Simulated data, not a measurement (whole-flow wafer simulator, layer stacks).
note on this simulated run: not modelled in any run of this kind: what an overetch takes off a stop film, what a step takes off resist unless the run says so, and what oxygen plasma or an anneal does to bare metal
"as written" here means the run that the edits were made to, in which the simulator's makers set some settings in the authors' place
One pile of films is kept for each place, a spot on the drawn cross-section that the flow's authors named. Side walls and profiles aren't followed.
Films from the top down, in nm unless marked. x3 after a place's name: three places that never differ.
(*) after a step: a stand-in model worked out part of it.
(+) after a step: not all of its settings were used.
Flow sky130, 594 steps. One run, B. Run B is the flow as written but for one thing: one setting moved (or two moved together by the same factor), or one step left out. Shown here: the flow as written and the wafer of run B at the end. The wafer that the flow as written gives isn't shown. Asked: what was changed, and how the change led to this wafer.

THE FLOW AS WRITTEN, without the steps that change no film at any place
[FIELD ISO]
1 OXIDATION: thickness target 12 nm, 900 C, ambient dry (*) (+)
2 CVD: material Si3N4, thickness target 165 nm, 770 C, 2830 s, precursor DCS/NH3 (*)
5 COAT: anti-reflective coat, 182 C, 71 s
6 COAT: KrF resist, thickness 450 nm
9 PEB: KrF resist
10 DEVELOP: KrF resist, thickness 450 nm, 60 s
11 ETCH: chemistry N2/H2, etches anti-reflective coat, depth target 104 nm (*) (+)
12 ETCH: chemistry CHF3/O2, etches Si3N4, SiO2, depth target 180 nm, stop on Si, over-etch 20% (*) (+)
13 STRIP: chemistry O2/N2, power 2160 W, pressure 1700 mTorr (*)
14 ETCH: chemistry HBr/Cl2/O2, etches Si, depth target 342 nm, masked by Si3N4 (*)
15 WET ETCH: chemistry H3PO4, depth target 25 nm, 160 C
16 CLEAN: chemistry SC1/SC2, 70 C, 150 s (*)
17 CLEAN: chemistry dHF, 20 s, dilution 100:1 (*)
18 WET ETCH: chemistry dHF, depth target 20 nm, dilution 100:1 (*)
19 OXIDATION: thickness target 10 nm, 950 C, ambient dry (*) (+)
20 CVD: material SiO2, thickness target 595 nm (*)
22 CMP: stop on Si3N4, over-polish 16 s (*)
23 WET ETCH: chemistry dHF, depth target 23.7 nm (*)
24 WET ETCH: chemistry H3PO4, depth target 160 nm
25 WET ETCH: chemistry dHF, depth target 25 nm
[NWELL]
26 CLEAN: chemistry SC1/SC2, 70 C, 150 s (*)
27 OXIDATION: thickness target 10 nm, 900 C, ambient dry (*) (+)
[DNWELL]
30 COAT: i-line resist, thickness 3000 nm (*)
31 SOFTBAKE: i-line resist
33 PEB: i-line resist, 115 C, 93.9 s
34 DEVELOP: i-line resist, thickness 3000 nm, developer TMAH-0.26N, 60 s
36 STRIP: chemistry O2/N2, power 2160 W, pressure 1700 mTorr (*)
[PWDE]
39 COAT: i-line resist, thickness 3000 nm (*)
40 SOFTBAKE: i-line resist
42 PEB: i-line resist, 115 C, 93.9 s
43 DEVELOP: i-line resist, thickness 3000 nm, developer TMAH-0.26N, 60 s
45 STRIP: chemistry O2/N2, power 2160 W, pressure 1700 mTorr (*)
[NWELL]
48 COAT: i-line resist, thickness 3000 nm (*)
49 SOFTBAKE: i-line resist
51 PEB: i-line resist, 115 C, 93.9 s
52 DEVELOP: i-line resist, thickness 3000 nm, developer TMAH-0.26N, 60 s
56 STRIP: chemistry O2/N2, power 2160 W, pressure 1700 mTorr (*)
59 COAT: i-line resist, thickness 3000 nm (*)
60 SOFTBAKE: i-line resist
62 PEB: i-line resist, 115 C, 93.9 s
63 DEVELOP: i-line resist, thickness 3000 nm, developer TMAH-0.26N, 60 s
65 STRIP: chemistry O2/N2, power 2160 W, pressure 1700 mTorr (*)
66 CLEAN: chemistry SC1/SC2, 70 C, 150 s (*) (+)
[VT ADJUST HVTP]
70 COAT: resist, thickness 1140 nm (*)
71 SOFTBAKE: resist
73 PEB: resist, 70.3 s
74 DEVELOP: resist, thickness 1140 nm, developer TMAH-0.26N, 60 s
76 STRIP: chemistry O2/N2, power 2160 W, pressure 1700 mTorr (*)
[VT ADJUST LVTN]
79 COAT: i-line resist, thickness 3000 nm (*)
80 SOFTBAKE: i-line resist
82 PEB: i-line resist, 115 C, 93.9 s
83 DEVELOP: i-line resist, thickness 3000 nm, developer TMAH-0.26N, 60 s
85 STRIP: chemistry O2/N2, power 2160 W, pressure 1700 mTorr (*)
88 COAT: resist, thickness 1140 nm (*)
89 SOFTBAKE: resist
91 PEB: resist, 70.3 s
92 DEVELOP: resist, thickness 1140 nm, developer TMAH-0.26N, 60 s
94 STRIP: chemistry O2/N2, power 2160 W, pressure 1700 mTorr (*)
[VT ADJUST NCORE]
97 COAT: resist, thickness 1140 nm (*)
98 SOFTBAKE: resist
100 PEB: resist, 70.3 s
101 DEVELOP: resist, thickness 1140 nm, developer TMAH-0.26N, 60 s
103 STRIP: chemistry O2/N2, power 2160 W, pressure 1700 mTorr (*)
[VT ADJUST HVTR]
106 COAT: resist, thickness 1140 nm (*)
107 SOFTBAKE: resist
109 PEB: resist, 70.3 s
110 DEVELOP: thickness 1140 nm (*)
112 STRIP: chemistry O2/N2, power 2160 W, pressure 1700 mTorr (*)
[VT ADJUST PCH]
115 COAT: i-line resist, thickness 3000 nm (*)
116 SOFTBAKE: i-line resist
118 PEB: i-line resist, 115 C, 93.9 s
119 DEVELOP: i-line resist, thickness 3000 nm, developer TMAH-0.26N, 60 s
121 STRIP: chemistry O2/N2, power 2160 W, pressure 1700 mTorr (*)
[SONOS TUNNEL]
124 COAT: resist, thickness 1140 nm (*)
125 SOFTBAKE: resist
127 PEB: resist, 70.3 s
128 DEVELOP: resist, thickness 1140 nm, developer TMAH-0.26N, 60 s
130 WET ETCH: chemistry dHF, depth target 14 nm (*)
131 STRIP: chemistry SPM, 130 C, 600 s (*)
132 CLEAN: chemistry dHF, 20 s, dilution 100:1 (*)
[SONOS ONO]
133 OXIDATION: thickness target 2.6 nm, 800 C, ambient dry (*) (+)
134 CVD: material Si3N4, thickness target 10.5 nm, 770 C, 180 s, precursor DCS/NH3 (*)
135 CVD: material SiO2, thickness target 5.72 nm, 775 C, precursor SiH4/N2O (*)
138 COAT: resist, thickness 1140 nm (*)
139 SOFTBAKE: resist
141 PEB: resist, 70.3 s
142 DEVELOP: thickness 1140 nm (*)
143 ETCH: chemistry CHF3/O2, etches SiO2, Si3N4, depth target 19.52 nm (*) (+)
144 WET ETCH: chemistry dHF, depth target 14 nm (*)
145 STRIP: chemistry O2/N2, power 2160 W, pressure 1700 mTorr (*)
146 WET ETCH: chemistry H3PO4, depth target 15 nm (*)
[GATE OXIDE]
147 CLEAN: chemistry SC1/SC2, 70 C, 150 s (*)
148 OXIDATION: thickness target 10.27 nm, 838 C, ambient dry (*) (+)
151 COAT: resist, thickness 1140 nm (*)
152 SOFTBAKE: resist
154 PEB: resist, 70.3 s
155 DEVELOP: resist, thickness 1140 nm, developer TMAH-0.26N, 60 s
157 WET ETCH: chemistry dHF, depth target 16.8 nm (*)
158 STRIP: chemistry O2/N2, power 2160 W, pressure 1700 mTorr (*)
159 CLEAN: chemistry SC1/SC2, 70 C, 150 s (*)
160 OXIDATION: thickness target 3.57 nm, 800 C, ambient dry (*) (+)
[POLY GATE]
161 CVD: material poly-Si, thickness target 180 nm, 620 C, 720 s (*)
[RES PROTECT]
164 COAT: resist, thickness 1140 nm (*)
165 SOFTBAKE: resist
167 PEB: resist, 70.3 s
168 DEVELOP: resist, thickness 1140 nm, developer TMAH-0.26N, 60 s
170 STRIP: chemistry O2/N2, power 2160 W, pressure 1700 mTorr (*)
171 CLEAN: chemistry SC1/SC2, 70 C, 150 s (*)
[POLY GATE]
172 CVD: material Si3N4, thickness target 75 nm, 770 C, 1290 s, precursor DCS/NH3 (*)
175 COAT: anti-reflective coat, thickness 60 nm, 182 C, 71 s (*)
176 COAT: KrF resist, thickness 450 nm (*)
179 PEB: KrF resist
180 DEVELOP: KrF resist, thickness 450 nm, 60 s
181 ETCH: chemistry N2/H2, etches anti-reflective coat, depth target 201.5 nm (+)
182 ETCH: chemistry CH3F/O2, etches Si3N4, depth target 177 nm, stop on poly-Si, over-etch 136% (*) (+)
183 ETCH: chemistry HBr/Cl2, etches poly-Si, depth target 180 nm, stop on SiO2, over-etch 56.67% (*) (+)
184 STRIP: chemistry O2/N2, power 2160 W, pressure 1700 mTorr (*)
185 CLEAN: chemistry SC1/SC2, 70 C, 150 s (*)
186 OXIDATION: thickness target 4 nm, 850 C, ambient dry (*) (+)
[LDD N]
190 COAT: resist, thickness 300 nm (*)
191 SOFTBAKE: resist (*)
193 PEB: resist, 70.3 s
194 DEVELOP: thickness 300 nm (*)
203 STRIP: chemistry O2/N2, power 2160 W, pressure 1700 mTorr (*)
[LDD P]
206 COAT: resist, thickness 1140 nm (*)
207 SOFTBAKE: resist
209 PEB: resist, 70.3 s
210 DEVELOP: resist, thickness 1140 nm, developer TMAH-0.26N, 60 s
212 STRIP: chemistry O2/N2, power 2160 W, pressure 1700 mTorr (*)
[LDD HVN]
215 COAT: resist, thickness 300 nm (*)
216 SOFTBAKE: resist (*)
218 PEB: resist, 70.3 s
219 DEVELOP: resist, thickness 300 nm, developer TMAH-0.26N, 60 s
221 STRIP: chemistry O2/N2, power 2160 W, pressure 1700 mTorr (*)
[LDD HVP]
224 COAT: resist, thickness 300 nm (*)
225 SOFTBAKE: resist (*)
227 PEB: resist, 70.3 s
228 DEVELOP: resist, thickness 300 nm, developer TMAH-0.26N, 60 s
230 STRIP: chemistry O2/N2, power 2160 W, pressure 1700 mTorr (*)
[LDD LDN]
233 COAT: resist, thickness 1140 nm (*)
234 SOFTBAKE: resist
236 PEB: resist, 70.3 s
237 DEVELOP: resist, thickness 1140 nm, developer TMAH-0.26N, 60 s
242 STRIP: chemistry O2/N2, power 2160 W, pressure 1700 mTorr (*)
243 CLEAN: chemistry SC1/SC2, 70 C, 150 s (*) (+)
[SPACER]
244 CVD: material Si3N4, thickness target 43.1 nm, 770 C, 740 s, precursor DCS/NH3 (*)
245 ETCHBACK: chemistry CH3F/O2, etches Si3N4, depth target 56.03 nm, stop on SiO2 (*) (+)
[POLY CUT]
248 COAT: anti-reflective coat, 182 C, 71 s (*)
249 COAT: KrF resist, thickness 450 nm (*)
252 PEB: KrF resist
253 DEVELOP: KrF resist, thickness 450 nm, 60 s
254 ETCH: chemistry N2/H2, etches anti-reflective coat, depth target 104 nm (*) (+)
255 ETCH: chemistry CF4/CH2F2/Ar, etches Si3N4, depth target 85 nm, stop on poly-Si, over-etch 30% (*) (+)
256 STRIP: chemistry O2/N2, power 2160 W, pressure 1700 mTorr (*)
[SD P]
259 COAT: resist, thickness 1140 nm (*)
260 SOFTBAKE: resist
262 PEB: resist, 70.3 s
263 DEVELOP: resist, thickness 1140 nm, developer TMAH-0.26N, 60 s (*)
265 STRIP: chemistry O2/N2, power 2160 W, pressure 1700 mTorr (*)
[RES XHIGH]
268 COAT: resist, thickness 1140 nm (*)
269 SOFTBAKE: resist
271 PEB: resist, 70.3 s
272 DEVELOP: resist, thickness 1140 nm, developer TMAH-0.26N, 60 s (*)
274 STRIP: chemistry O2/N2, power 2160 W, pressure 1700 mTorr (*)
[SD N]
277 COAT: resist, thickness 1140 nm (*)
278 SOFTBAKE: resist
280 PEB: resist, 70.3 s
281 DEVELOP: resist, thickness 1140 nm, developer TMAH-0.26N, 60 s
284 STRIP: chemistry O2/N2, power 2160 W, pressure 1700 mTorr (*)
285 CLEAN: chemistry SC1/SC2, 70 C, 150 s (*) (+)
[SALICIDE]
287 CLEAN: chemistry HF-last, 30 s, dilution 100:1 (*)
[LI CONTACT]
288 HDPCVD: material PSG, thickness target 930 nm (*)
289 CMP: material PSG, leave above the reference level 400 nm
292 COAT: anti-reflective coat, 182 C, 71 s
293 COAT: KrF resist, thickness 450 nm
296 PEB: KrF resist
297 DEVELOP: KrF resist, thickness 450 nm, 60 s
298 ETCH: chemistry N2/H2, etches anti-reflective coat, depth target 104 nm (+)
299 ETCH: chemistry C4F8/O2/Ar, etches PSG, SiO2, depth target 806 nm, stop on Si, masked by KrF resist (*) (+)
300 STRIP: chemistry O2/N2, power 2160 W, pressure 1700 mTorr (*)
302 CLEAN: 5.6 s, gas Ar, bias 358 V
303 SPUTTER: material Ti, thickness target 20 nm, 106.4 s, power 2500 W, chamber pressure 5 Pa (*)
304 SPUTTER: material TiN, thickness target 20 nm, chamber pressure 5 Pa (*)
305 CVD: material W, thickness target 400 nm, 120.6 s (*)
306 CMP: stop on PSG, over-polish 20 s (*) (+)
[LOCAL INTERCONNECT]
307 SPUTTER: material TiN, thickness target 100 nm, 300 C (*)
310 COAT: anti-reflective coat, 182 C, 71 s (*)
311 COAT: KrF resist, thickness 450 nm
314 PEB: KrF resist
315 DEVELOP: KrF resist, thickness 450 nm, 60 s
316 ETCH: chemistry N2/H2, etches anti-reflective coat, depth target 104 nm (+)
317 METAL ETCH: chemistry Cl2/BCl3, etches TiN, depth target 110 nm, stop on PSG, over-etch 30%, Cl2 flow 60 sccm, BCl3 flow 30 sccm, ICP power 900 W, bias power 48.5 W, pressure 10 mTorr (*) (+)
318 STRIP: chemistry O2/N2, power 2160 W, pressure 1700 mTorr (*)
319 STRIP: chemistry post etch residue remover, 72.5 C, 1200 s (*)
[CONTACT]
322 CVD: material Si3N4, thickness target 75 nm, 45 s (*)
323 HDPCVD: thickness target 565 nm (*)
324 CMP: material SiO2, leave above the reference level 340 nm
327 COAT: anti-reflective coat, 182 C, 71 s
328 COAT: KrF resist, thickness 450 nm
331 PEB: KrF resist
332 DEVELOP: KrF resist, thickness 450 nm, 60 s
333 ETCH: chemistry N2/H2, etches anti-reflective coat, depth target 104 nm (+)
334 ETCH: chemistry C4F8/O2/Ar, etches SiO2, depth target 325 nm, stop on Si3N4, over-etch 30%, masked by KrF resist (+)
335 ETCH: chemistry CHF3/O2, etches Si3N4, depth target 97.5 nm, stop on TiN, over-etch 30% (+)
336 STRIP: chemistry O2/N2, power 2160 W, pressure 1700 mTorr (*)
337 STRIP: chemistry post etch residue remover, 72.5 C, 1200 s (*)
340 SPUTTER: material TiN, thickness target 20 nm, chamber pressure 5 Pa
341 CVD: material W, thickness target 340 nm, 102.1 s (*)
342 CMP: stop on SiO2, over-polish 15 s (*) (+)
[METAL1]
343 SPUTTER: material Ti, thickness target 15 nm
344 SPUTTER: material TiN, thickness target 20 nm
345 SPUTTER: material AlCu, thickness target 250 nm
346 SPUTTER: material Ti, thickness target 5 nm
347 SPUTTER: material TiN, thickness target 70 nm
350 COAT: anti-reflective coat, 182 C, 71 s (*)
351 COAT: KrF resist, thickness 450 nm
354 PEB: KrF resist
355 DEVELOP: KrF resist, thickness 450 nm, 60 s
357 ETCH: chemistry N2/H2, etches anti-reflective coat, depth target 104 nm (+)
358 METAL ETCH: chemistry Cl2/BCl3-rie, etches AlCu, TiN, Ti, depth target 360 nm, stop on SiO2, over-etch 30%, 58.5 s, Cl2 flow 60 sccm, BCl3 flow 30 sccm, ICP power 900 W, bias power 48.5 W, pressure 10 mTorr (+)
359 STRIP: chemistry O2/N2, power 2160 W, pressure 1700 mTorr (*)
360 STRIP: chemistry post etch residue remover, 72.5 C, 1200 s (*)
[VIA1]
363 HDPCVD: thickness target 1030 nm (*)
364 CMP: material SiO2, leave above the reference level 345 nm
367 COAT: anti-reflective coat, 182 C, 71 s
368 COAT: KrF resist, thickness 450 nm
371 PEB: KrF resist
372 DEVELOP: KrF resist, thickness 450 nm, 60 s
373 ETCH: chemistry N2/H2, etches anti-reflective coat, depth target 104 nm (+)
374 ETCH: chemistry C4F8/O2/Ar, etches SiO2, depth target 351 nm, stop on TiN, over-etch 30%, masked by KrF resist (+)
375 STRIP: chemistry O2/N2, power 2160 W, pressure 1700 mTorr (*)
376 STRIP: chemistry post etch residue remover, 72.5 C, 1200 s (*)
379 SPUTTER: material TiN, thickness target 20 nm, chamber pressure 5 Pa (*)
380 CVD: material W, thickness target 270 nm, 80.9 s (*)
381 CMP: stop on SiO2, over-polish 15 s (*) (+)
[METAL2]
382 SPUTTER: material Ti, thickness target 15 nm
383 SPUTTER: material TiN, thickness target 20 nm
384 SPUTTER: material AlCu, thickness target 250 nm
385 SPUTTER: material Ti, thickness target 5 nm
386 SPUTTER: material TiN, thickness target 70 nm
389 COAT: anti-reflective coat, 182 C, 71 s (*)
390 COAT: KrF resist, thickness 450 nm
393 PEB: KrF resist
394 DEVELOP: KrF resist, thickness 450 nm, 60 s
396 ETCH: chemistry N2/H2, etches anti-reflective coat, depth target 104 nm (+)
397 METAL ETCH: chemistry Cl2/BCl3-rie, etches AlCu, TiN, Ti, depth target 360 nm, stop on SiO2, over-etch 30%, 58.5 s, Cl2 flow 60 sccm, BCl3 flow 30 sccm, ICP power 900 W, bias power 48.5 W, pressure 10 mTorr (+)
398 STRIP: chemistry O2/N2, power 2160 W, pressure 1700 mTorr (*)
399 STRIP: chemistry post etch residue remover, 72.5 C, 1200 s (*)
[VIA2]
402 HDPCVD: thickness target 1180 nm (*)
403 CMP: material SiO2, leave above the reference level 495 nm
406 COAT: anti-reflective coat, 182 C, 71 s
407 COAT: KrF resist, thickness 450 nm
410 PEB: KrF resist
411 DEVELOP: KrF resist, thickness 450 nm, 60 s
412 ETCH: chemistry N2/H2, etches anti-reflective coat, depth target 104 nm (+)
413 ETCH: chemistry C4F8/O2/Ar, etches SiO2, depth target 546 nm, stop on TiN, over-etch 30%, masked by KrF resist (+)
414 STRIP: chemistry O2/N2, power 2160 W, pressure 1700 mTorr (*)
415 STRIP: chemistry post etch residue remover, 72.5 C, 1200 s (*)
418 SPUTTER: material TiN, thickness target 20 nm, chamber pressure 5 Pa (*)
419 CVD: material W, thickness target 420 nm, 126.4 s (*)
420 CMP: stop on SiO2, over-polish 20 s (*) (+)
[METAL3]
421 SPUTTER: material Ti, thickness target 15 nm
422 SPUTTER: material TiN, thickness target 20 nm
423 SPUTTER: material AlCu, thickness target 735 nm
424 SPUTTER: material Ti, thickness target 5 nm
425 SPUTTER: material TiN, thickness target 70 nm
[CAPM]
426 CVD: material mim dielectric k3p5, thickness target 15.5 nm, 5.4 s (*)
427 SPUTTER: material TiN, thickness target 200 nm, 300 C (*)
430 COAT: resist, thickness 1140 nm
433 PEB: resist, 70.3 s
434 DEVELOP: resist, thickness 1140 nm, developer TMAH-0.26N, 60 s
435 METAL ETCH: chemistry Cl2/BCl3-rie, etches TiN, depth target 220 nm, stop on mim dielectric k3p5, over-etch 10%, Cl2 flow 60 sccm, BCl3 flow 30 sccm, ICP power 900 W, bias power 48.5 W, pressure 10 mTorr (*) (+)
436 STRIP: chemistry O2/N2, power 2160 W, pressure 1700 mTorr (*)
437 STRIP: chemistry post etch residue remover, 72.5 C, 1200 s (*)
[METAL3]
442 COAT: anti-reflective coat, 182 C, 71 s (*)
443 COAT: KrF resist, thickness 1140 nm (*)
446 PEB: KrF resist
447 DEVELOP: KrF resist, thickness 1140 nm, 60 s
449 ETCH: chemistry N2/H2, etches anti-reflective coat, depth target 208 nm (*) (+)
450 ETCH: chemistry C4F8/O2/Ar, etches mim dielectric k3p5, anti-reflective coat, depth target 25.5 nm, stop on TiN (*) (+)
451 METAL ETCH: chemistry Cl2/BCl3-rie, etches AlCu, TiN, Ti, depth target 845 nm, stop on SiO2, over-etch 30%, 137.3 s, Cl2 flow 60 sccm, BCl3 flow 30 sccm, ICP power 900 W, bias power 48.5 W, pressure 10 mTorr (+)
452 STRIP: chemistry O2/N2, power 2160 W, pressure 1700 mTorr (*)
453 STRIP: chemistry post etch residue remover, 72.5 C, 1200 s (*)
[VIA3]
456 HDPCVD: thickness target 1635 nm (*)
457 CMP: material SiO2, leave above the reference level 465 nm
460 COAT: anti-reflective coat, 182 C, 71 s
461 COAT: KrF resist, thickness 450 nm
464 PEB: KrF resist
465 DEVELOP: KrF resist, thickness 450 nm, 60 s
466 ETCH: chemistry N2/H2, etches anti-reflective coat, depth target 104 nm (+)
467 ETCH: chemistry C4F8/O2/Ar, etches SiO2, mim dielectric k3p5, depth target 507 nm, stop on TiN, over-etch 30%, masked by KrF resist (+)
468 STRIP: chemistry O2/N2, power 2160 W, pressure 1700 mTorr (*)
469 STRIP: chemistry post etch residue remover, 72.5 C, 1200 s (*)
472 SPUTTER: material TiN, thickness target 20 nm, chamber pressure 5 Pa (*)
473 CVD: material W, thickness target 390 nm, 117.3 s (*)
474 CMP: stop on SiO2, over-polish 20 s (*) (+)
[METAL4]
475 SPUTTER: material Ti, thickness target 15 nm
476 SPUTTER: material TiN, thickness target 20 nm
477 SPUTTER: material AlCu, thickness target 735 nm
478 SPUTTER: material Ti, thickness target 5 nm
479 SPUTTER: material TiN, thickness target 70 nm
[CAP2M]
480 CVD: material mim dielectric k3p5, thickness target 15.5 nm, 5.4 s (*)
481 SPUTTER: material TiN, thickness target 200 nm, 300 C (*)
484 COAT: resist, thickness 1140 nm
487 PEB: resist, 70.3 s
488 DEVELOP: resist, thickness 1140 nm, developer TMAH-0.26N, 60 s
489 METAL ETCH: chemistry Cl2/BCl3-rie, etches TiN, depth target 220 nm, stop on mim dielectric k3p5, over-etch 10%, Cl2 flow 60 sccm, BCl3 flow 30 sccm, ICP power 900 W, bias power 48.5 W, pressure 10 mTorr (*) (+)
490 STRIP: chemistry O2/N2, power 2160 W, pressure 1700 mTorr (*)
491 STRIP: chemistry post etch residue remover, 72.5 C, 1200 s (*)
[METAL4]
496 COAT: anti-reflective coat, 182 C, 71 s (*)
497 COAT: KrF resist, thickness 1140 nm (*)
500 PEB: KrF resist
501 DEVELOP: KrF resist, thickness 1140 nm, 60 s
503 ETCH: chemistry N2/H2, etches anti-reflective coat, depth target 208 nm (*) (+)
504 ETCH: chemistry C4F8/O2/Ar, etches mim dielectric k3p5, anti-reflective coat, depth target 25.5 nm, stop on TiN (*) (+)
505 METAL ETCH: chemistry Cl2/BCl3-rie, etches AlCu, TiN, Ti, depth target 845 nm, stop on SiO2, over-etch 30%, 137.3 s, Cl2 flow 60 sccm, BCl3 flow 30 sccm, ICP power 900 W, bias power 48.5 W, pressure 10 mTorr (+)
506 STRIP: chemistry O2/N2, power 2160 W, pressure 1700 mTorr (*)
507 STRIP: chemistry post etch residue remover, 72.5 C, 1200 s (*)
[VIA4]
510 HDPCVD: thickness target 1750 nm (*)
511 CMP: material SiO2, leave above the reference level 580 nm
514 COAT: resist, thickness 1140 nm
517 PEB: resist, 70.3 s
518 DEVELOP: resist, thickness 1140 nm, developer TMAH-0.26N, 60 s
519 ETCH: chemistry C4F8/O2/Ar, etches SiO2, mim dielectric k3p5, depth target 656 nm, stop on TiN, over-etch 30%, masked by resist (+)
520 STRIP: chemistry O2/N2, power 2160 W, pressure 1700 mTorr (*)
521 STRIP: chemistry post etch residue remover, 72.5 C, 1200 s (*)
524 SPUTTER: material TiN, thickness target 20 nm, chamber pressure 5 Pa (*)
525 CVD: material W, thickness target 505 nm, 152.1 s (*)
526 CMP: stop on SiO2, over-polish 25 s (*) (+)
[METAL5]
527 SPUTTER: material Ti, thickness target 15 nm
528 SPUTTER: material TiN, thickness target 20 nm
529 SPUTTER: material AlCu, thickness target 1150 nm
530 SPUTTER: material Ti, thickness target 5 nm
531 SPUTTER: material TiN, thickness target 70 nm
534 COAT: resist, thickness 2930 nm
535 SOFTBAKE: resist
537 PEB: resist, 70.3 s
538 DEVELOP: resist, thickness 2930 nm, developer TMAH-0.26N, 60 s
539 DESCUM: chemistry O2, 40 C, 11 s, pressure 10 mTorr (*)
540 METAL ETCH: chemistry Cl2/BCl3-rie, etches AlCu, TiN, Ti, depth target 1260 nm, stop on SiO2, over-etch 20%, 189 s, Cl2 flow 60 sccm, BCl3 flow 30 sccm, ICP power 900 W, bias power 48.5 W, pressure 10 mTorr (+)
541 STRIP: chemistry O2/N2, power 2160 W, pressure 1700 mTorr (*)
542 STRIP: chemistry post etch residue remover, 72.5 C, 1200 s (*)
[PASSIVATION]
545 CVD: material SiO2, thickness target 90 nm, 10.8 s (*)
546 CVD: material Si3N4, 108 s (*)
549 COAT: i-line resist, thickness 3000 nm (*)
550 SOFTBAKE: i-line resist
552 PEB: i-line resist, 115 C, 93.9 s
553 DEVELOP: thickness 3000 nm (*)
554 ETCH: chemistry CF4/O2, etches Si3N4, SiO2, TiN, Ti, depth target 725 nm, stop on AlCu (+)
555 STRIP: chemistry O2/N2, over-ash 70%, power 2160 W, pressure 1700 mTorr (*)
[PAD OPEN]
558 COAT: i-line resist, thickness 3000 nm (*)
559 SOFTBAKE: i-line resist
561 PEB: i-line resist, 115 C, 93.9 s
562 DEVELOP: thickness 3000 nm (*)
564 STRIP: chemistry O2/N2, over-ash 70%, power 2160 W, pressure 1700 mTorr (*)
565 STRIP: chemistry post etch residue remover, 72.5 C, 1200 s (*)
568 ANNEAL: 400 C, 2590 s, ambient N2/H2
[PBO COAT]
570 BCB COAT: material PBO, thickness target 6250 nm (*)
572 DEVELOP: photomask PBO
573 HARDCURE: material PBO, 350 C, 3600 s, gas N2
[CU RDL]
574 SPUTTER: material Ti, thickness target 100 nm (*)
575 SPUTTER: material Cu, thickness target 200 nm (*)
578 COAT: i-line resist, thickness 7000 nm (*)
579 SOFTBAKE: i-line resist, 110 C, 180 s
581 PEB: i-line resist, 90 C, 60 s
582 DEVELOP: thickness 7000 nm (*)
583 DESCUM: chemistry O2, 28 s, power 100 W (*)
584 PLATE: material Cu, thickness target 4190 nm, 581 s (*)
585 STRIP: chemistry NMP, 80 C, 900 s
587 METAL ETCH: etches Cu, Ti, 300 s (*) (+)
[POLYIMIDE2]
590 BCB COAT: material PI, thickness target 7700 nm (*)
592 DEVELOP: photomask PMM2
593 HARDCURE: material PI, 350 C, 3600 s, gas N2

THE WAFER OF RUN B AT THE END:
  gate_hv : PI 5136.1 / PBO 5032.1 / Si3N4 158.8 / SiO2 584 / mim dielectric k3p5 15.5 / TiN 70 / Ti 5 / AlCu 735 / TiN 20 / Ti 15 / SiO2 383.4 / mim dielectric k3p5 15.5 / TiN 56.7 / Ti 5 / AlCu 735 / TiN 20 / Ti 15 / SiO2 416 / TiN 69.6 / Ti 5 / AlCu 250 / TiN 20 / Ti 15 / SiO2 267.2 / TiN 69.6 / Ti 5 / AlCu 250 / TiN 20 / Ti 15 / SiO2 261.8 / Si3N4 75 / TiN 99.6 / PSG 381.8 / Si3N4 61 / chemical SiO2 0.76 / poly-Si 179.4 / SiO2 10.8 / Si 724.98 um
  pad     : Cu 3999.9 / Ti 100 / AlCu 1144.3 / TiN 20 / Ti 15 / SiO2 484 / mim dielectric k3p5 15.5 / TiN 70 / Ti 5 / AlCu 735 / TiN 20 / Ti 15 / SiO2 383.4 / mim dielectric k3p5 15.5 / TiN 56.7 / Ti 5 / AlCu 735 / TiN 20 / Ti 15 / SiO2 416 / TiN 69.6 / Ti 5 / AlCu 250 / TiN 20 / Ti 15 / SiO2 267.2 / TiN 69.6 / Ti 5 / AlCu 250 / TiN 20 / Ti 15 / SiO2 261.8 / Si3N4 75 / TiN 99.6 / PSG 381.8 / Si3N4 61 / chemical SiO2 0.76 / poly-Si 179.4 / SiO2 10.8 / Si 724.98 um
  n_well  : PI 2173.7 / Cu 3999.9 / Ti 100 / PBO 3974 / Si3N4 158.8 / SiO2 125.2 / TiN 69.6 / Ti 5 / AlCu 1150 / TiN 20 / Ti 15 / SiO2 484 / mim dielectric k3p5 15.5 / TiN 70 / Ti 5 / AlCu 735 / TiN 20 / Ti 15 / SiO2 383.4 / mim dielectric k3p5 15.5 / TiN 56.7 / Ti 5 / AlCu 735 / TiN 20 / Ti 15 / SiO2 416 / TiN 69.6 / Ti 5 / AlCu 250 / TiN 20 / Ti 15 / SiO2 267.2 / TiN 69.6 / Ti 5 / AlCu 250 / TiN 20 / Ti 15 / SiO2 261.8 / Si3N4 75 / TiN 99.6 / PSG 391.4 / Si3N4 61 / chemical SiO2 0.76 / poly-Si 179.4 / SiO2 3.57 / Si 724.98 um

The cause: step 425, SPUTTER: thickness target 56.7 nm was run, where the flow has thickness target 70 nm.
It can be read off the wafer: gate_hv has TiN 56.7, and step 425 as written asks for 70 nm.

How the change led to this, step by step:
  425 SPUTTER: material TiN, thickness target 70 nm
      field, active, n_well and 188 more: TiN +56.7 (new film) (as written it would be: TiN +70 (new film))
  451 METAL ETCH: chemistry Cl2/BCl3-rie, etches AlCu, TiN, Ti, depth target 845 nm, stop on SiO2, over-etch 30%, 137.3 s, Cl2 flow 60 sccm, BCl3 flow 30 sccm, ICP power 900 W, bias power 48.5 W, pressure 10 mTorr (+)
      field, gate, spacer and 68 more: TiN -56.7 (all of it), Ti -5 (all of it), AlCu -735 (all of it), TiN -20 (all of it), Ti -15 (all of it), SiO2 -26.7 (as written it would be: TiN -70 (all of it), Ti -5 (all of it), AlCu -735 (all of it), TiN -20 (all of it), Ti -15 (all of it), SiO2 -25.4)
      active, vpp_ln, vpp_iso2 and 11 more: TiN -56.7 (all of it), Ti -5 (all of it), AlCu -735 (all of it), TiN -20 (all of it), Ti -15 (all of it), SiO2 -26.7 (as written it would be: TiN -70 (all of it), Ti -5 (all of it), AlCu -735 (all of it), TiN -20 (all of it), Ti -15 (all of it), SiO2 -25.3)
  467 ETCH: chemistry C4F8/O2/Ar, etches SiO2, mim dielectric k3p5, depth target 507 nm, stop on TiN, over-etch 30%, masked by KrF resist (+)
      m1: SiO2 -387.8 (all of it), mim dielectric k3p5 -15.5 (all of it) (as written it would be: SiO2 -374.5 (all of it), mim dielectric k3p5 -15.5 (all of it))
      via3_hole: SiO2 -387.2 (all of it), mim dielectric k3p5 -15.5 (all of it) (as written it would be: SiO2 -373.9 (all of it), mim dielectric k3p5 -15.5 (all of it))
